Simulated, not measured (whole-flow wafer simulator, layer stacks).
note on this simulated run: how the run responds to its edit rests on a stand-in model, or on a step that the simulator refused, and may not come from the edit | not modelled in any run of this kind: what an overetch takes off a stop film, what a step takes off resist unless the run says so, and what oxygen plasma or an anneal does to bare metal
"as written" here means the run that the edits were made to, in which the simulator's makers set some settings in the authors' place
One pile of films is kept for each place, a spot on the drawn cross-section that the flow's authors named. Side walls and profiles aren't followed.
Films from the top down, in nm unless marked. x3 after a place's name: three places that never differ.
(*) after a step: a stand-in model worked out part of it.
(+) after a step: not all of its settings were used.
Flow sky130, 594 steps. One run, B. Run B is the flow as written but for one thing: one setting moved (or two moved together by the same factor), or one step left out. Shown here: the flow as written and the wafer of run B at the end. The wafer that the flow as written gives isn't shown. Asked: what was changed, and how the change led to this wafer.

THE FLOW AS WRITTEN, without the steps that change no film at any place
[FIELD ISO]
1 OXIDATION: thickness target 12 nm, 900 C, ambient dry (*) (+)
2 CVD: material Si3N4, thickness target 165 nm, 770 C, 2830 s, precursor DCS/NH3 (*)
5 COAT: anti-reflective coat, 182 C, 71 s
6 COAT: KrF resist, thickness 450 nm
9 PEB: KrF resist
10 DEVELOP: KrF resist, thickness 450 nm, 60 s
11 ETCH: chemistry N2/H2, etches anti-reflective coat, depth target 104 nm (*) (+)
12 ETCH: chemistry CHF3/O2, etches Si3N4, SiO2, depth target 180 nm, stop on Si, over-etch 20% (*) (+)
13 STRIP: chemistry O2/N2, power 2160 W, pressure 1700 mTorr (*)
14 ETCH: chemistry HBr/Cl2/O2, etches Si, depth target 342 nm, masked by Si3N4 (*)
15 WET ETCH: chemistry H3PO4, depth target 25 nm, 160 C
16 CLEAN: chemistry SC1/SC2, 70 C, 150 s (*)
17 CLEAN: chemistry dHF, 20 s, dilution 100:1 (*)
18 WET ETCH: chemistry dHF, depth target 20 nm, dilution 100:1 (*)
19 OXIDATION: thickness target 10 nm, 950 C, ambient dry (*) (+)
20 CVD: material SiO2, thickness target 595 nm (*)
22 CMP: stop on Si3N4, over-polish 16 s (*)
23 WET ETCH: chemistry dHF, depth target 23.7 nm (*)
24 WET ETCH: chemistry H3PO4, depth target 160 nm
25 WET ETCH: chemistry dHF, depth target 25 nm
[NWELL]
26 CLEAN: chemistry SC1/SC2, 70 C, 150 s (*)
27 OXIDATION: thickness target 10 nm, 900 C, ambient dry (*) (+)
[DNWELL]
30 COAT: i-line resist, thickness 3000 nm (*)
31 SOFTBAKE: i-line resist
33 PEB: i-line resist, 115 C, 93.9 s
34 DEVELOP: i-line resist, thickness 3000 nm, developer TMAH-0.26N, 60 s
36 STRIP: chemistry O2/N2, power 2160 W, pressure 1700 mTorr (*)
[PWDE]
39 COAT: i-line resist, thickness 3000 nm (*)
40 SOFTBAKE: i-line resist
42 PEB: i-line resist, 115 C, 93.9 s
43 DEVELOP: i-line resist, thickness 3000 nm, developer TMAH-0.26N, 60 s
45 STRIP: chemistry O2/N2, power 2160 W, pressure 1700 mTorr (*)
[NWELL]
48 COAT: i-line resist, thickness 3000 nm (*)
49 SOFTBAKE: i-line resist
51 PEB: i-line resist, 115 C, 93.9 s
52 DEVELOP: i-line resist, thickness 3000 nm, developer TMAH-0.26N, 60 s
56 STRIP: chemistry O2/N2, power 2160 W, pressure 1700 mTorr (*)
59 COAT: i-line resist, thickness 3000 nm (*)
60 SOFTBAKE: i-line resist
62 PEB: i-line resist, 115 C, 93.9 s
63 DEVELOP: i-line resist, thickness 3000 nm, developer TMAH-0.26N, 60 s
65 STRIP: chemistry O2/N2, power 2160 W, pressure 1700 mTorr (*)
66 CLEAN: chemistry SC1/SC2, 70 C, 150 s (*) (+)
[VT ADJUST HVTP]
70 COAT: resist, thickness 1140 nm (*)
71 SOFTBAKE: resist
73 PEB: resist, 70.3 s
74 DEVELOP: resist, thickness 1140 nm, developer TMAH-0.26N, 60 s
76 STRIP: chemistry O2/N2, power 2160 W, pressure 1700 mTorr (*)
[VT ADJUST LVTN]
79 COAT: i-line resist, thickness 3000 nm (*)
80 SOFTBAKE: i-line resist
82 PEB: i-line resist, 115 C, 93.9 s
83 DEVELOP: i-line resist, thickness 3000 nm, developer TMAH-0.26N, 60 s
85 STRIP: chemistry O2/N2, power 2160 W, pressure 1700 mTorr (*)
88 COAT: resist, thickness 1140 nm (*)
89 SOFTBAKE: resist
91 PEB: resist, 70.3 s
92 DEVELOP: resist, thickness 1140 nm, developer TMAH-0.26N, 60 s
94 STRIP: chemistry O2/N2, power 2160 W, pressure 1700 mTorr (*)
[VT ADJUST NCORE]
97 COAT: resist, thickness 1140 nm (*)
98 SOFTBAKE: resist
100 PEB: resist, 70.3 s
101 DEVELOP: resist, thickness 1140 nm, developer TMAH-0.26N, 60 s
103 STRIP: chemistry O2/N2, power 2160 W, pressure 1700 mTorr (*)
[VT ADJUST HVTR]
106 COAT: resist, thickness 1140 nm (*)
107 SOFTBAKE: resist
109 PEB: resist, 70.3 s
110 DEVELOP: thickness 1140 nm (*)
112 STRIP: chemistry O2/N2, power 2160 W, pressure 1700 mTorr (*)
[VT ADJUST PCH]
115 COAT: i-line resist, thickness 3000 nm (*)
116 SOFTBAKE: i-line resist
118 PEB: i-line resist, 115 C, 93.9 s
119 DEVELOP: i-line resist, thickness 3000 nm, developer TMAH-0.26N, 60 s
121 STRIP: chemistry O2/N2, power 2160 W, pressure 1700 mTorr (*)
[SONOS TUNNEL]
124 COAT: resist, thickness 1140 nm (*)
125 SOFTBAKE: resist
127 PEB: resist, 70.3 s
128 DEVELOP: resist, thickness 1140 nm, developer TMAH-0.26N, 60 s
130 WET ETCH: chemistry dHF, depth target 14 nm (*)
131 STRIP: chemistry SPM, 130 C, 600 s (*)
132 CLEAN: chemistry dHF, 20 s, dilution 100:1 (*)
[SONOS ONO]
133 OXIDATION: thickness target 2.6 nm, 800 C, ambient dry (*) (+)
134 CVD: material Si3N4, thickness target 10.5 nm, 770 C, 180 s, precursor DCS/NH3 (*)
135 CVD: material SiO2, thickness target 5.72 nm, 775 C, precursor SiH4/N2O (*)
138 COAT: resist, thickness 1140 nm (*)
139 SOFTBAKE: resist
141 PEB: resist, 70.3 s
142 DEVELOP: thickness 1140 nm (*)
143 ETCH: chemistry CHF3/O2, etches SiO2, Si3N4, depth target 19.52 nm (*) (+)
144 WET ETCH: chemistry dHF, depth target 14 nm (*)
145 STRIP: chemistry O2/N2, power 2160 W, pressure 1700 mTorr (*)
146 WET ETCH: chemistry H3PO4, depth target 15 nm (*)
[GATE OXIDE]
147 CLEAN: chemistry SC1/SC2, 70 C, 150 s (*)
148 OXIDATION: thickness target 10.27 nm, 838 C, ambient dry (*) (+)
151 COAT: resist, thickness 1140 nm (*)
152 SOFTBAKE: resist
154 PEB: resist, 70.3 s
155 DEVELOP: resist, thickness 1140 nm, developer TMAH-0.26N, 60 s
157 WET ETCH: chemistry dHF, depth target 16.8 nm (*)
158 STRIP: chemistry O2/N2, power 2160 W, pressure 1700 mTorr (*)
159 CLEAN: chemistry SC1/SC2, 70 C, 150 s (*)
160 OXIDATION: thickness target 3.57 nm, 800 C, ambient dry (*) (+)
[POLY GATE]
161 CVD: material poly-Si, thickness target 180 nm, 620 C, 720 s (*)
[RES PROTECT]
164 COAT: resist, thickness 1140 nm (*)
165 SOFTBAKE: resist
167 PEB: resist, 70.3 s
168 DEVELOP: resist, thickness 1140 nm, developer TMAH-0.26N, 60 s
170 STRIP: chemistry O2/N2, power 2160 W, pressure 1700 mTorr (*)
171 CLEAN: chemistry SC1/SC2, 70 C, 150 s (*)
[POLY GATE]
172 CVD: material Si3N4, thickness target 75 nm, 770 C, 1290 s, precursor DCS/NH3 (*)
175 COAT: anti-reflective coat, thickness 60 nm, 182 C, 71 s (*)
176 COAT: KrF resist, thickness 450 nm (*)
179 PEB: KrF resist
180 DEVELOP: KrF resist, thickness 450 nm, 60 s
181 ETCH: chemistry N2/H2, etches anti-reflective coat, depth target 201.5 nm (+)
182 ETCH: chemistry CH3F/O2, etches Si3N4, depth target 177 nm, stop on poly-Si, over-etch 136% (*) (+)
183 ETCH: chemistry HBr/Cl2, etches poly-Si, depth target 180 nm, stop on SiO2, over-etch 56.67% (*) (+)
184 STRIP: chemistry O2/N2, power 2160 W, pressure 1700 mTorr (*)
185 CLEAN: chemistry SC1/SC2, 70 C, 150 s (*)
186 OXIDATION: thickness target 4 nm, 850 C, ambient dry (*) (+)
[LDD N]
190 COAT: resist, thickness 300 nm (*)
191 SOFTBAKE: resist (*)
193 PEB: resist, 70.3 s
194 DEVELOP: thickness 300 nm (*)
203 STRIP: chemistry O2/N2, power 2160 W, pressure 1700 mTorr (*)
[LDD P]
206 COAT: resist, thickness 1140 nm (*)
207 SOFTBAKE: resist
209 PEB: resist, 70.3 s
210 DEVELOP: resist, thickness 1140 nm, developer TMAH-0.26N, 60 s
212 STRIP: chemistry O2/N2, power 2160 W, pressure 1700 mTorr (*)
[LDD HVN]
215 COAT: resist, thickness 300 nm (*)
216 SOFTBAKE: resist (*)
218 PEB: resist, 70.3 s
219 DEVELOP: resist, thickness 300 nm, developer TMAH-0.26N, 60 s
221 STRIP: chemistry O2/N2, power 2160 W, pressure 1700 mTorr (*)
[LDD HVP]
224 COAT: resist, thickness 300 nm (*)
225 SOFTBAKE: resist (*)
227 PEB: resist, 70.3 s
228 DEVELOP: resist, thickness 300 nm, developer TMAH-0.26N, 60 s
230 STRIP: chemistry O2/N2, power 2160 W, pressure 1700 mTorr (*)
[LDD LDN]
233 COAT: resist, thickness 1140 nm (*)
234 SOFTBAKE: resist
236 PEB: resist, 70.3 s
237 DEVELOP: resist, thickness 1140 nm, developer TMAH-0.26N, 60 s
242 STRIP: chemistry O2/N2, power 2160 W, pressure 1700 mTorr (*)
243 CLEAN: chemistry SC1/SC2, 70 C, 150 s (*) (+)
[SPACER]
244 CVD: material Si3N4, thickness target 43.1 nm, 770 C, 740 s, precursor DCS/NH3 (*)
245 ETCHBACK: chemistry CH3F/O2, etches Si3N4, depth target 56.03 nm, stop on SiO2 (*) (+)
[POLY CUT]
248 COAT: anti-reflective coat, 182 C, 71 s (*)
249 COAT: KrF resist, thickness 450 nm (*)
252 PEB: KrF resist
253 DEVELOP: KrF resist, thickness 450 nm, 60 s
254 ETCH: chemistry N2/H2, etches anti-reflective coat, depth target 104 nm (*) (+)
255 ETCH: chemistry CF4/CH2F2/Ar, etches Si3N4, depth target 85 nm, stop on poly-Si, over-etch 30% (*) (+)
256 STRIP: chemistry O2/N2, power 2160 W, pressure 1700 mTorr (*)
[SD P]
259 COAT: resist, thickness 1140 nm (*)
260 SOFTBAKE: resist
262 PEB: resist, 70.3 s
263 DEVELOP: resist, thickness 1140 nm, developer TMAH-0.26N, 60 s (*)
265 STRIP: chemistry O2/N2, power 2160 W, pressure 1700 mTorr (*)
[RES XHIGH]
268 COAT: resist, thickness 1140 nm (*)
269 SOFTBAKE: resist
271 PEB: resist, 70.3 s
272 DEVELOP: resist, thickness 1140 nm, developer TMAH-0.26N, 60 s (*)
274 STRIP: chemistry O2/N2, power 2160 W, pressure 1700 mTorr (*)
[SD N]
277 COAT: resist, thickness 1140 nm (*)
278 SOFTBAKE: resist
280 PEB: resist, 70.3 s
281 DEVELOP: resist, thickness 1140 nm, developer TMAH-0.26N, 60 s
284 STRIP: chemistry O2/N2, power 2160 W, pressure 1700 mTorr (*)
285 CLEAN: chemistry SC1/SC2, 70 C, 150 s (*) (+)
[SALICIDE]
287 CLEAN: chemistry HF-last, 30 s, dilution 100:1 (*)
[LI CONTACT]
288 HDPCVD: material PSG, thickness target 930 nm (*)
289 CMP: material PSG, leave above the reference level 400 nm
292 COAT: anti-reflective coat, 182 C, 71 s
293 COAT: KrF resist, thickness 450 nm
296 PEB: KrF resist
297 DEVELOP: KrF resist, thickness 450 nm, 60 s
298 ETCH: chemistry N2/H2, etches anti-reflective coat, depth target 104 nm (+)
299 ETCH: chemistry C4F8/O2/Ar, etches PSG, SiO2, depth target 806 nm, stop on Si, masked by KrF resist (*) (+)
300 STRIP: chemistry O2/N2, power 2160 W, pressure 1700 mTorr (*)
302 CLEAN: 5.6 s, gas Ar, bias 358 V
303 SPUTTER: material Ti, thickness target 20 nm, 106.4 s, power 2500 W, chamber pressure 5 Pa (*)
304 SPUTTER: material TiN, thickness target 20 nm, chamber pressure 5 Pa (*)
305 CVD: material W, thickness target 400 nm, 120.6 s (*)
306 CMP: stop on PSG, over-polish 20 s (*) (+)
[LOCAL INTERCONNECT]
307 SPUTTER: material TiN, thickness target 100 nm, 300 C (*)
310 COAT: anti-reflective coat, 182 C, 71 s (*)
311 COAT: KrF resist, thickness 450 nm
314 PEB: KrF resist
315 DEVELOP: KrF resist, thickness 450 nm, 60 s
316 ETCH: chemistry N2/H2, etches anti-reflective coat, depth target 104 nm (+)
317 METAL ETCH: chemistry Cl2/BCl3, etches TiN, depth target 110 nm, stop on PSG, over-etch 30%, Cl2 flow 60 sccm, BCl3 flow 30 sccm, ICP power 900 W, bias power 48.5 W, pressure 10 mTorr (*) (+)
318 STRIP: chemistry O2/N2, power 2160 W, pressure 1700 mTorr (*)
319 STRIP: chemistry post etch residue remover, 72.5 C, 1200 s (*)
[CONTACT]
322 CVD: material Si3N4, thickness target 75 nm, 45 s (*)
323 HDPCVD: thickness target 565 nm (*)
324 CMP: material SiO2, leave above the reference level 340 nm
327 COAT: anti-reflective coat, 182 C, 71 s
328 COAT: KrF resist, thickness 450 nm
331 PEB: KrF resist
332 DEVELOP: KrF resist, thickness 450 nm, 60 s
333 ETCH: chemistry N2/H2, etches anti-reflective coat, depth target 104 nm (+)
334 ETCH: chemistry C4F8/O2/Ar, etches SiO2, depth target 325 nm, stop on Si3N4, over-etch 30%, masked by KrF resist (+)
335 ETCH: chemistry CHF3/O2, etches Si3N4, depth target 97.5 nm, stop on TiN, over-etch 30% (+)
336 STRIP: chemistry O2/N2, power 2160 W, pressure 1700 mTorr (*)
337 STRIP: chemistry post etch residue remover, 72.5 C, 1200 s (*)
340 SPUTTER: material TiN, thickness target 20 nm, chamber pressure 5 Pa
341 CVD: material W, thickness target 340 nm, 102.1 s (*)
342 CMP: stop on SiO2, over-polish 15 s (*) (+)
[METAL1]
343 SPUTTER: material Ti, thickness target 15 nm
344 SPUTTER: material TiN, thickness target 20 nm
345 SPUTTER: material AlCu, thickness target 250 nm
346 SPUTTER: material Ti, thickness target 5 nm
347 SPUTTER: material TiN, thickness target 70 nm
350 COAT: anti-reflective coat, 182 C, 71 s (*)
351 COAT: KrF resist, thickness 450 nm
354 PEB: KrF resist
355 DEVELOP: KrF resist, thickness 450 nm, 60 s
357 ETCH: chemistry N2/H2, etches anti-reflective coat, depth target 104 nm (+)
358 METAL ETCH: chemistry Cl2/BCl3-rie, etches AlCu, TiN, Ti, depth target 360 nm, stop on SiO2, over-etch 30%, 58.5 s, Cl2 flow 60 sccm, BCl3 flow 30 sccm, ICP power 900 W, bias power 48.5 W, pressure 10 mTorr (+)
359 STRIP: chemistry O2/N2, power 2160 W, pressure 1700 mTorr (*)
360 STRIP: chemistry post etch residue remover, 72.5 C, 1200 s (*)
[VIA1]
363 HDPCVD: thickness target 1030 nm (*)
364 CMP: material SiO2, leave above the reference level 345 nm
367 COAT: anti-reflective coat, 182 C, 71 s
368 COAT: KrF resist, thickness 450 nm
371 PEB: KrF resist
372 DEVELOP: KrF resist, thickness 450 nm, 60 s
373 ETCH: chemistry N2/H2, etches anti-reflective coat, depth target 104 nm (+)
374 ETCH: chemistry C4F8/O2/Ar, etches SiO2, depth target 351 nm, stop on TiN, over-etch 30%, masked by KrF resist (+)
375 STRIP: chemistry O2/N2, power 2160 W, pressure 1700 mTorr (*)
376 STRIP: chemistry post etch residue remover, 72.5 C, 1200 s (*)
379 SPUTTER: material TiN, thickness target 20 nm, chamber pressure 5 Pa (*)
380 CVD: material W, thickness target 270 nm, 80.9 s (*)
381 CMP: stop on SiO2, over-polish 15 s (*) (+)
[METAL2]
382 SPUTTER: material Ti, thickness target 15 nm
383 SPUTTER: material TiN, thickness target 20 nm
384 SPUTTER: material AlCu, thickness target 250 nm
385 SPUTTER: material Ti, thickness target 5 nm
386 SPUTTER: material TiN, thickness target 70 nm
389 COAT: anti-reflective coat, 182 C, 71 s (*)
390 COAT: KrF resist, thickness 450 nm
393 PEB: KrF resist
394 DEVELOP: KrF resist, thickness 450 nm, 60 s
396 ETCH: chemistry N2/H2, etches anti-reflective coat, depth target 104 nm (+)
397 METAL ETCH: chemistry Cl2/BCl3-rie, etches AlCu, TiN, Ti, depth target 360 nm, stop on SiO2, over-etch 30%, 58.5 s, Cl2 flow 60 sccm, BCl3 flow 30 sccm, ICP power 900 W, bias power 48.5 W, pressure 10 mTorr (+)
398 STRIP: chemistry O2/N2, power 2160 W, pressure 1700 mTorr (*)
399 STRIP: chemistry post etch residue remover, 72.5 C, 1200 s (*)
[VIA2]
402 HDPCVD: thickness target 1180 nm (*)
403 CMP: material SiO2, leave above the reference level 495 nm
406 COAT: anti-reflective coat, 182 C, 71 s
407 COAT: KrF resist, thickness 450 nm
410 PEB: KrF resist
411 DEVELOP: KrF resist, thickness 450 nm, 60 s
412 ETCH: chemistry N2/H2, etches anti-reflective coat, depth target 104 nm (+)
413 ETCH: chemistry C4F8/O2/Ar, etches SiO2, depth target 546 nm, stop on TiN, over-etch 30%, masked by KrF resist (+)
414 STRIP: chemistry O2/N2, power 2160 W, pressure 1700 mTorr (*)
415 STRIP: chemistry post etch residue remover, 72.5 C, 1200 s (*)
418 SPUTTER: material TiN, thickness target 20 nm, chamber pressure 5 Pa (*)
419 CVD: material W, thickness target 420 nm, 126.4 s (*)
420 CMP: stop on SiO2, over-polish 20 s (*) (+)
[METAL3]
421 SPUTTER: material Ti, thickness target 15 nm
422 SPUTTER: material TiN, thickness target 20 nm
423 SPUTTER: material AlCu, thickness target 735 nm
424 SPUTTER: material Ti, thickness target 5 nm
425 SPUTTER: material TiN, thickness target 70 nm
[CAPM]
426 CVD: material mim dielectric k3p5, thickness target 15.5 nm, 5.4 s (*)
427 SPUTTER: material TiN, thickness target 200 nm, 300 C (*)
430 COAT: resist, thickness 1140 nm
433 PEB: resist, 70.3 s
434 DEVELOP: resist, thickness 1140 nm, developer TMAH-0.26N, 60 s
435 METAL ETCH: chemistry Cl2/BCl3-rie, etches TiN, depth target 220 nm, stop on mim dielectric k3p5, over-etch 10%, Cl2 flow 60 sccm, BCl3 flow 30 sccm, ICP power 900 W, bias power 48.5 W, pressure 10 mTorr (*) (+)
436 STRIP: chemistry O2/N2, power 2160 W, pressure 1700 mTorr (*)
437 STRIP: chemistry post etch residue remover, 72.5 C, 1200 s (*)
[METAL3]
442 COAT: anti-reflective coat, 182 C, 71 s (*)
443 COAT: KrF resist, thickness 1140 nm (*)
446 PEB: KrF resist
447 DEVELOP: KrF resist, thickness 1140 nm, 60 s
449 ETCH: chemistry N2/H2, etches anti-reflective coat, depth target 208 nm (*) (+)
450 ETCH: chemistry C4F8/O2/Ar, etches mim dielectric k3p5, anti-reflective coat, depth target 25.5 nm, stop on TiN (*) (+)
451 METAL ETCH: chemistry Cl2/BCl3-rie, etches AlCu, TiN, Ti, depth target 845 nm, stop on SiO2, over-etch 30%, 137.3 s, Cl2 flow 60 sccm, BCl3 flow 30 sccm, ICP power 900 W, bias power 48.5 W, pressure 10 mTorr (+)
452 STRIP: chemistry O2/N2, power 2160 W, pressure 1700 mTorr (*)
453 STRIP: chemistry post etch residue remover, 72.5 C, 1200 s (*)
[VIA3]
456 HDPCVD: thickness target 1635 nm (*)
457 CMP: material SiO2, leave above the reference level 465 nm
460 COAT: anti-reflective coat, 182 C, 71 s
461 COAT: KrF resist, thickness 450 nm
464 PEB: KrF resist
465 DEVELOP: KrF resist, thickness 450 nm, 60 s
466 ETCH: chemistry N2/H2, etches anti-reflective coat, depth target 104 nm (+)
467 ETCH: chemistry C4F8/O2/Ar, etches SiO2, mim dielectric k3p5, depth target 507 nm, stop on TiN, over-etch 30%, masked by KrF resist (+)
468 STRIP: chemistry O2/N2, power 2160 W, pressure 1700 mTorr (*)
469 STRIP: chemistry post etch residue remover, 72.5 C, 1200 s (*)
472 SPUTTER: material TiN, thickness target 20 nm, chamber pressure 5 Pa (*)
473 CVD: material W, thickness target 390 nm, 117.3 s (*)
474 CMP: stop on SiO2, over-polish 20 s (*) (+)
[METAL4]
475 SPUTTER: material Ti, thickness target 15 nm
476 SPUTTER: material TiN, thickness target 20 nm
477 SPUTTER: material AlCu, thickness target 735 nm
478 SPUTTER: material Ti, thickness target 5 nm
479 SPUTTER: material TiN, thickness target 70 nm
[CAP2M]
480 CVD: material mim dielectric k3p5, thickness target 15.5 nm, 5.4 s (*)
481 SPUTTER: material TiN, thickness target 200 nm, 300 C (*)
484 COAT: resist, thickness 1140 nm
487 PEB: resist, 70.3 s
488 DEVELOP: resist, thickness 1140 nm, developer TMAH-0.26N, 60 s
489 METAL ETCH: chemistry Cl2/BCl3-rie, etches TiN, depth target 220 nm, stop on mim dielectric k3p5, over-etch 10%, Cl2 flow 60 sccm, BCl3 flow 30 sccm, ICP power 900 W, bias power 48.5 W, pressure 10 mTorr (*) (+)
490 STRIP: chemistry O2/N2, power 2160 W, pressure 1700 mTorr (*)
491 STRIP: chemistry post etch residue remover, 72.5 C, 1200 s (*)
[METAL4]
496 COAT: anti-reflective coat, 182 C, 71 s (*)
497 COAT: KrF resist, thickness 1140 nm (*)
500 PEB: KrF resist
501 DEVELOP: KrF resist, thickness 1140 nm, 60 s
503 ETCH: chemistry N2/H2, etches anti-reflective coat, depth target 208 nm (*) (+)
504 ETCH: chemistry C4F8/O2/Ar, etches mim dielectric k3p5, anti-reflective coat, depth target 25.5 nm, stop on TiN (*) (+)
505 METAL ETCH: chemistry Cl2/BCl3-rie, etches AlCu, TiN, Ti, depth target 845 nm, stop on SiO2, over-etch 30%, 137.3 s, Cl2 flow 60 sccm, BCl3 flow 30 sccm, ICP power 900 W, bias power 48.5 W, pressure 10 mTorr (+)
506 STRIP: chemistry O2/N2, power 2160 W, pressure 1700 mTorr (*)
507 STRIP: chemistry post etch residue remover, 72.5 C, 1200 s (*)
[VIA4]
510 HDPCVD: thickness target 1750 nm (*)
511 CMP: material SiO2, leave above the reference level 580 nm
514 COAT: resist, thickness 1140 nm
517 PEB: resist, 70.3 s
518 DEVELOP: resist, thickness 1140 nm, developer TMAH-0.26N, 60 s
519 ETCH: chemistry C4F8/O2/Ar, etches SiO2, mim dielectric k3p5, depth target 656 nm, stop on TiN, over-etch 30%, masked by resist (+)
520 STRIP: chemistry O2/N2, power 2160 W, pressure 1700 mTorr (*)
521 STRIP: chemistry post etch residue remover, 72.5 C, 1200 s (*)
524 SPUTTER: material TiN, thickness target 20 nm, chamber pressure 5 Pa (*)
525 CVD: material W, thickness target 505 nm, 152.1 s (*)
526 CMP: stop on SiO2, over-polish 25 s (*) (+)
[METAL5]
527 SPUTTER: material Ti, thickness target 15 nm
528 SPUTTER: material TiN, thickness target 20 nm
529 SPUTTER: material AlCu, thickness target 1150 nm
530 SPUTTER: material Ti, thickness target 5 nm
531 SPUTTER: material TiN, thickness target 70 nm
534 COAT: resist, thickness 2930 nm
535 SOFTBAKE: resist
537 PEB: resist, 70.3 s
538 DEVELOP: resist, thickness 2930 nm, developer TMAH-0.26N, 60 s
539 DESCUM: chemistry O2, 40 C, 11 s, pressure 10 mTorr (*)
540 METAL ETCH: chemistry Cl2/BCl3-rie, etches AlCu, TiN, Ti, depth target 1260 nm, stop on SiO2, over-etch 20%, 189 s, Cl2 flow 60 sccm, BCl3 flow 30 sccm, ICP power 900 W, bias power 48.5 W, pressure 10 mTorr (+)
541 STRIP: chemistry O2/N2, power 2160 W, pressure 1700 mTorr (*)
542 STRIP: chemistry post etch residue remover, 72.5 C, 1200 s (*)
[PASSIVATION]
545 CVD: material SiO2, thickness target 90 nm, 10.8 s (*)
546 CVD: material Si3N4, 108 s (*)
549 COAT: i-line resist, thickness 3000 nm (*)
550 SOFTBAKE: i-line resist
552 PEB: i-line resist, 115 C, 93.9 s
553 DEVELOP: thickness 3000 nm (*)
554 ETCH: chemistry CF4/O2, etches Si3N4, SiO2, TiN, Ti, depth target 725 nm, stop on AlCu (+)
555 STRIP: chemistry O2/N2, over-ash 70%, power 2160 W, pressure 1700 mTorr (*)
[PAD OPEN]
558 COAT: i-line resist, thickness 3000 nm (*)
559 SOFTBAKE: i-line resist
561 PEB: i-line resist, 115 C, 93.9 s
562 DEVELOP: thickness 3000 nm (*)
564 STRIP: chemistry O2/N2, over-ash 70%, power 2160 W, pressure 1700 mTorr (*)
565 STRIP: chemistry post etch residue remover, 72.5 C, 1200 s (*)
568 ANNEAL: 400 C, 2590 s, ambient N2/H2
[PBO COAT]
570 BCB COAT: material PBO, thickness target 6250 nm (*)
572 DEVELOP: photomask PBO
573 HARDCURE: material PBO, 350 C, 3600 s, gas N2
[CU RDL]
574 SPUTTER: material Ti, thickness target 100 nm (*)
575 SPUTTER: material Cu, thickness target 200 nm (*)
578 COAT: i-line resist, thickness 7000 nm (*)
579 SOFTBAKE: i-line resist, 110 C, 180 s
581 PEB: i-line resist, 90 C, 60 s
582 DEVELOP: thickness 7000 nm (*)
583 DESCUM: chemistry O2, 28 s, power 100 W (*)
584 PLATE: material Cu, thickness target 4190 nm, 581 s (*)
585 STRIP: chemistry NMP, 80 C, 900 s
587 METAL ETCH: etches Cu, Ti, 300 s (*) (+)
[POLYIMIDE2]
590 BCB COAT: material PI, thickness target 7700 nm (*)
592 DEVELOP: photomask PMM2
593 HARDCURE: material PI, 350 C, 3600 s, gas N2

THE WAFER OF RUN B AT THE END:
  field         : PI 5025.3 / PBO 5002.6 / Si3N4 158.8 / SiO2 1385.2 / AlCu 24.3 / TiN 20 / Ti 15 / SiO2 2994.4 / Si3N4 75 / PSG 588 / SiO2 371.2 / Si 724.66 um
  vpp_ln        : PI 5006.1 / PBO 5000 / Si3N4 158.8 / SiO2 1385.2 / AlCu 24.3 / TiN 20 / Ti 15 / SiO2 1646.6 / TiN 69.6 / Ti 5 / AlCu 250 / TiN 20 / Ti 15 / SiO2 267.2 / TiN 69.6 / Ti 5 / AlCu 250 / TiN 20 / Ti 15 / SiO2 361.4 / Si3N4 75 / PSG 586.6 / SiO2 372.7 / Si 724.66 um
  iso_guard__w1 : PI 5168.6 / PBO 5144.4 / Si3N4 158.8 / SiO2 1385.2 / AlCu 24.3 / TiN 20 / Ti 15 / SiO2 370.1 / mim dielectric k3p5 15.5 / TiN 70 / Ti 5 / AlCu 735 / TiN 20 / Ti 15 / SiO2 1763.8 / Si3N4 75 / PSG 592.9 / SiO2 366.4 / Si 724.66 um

The cause: step 505, METAL ETCH: depth target 600 nm was run, where the flow has depth target 845 nm; step 505, METAL ETCH: 97.5 s was run, where the flow has 137.3 s.

How the change led to this, step by step:
  505 METAL ETCH: chemistry Cl2/BCl3-rie, etches AlCu, TiN, Ti, depth target 845 nm, stop on SiO2, over-etch 30%, 137.3 s, Cl2 flow 60 sccm, BCl3 flow 30 sccm, ICP power 900 W, bias power 48.5 W, pressure 10 mTorr (+)
      field, gate, spacer and 68 more: TiN -70 (all of it), Ti -5 (all of it), AlCu -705 (as written it would be: TiN -70 (all of it), Ti -5 (all of it), AlCu -735 (all of it), TiN -20 (all of it), Ti -15 (all of it), SiO2 -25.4)
      active, vpp_iso1, mim_edge_plate and 14 more: TiN -70 (all of it), Ti -5 (all of it), AlCu -705 (as written it would be: TiN -70 (all of it), Ti -5 (all of it), AlCu -735 (all of it), TiN -20 (all of it), Ti -15 (all of it), SiO2 -25.3)
      (and at 105 more places)
  506 STRIP: chemistry O2/N2, power 2160 W, pressure 1700 mTorr (*)
      gate_hv, mim, dice_street and 74 more: KrF resist -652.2 (all of it), anti-reflective coat -80 (all of it) (as written it would be: KrF resist -492.9 (all of it), anti-reflective coat -80 (all of it))
      n_well, p_well, sd_n and 6 more: KrF resist -652.1 (all of it), anti-reflective coat -80 (all of it) (as written it would be: KrF resist -492.9 (all of it), anti-reflective coat -80 (all of it))
      (and at 19 more places)
  507 STRIP: chemistry post etch residue remover, 72.5 C, 1200 s (*)
      field, active, gate and 85 more: AlCu -5.72 (as written it would be: nothing)
  510 HDPCVD: thickness target 1750 nm (*)
      field, active, gate and 85 more: SiO2 +1750 (new film) (as written it would be: SiO2 +1750)
  511 CMP: material SiO2, leave above the reference level 580 nm
      field, active, gate and 77 more: SiO2 -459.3 (as written it would be: SiO2 -374.7)
      iso_guard__w1, mim_edge_gap, vpp_l1ln, vpp_m3ln, rpm_encl, via2_enc, rpm_encl_psd, iso_guard_nsd_tip: SiO2 -459.3 (as written it would be: SiO2 -374.6)
Counting metal films that touch as one body, field has 1 body; the flow as written gives 0 bodies.
Counting metal films that touch as one body, vpp_ln has 3 bodies (between them, from the top down: SiO2 1646.6; SiO2 267.2); the flow as written gives 2 bodies (between them, from the top down: SiO2 267.2).
Counting metal films that touch as one body, iso_guard__w1 has 2 bodies (between them, from the top down: SiO2 370.1 / mim dielectric k3p5 15.5); the flow as written gives 1 body.
